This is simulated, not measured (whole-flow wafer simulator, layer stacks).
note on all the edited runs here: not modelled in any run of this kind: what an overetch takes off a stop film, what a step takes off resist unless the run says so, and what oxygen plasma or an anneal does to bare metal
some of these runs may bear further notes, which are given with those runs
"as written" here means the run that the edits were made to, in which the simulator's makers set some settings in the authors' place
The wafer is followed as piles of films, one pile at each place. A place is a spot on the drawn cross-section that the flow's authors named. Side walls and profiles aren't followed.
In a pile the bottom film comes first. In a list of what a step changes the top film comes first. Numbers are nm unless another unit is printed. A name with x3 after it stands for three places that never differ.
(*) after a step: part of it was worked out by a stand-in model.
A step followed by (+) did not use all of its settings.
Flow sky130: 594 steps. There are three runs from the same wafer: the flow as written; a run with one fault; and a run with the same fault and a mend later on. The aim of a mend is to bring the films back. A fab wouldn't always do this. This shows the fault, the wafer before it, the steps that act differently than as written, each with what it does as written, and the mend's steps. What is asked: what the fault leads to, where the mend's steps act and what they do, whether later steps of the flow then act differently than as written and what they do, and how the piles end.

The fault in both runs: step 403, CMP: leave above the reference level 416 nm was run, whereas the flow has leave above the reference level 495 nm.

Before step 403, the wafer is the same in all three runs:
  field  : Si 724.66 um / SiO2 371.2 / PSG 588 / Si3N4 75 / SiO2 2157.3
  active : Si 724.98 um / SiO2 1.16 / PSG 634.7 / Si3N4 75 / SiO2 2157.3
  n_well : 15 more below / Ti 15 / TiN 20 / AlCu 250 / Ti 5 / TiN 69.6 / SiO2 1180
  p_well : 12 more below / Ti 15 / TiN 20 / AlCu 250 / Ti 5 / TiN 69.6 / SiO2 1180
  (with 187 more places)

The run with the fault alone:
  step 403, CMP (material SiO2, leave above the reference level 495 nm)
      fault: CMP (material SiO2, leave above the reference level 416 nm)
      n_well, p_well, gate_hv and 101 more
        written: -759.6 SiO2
        fault: -838.6 SiO2
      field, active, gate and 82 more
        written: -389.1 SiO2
        fault: -468.1 SiO2
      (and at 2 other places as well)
  Steps later in the flow that act otherwise than as written:
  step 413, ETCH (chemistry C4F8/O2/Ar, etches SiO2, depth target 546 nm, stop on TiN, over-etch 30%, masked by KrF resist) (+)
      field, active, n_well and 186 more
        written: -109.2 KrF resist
        fault: -88.7 KrF resist
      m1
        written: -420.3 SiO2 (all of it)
        fault: -341.3 SiO2 (all of it)
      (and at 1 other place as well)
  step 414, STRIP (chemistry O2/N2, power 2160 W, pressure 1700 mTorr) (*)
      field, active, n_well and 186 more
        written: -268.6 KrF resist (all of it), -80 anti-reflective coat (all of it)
        fault: -289.1 KrF resist (all of it), -80 anti-reflective coat (all of it)
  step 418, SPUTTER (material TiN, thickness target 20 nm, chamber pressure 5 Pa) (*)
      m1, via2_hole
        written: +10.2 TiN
        fault: +11.2 TiN
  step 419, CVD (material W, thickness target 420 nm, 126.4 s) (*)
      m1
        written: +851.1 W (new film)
        fault: +771.1 W (new film)
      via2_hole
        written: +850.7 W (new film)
        fault: +770.6 W (new film)
  The piles end different from the flow's at n_well, p_well, gate_hv and 120 more by more than 2% or 0.5 nm, whichever is larger.
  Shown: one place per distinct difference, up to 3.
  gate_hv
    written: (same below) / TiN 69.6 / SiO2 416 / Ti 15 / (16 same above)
    fault: (same below) / TiN 69.6 / SiO2 337 / Ti 15 / (16 same above)
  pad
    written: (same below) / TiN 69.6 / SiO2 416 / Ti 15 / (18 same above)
    fault: (same below) / TiN 69.6 / SiO2 337 / Ti 15 / (18 same above)
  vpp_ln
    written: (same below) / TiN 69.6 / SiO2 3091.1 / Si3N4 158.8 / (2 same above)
    fault: (same below) / TiN 69.6 / SiO2 3012.1 / Si3N4 158.8 / (2 same above)

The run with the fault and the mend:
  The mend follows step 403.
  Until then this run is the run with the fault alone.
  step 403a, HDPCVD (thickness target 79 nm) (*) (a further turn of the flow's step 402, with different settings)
      field, active, n_well and 188 more
        +79 SiO2
  None of the later steps of the flow differs from how it acts as written, at any place that is followed, by more than 2% or 0.5 nm, whichever is larger.
  By the end, the piles equal the flow's at every place that both follow.
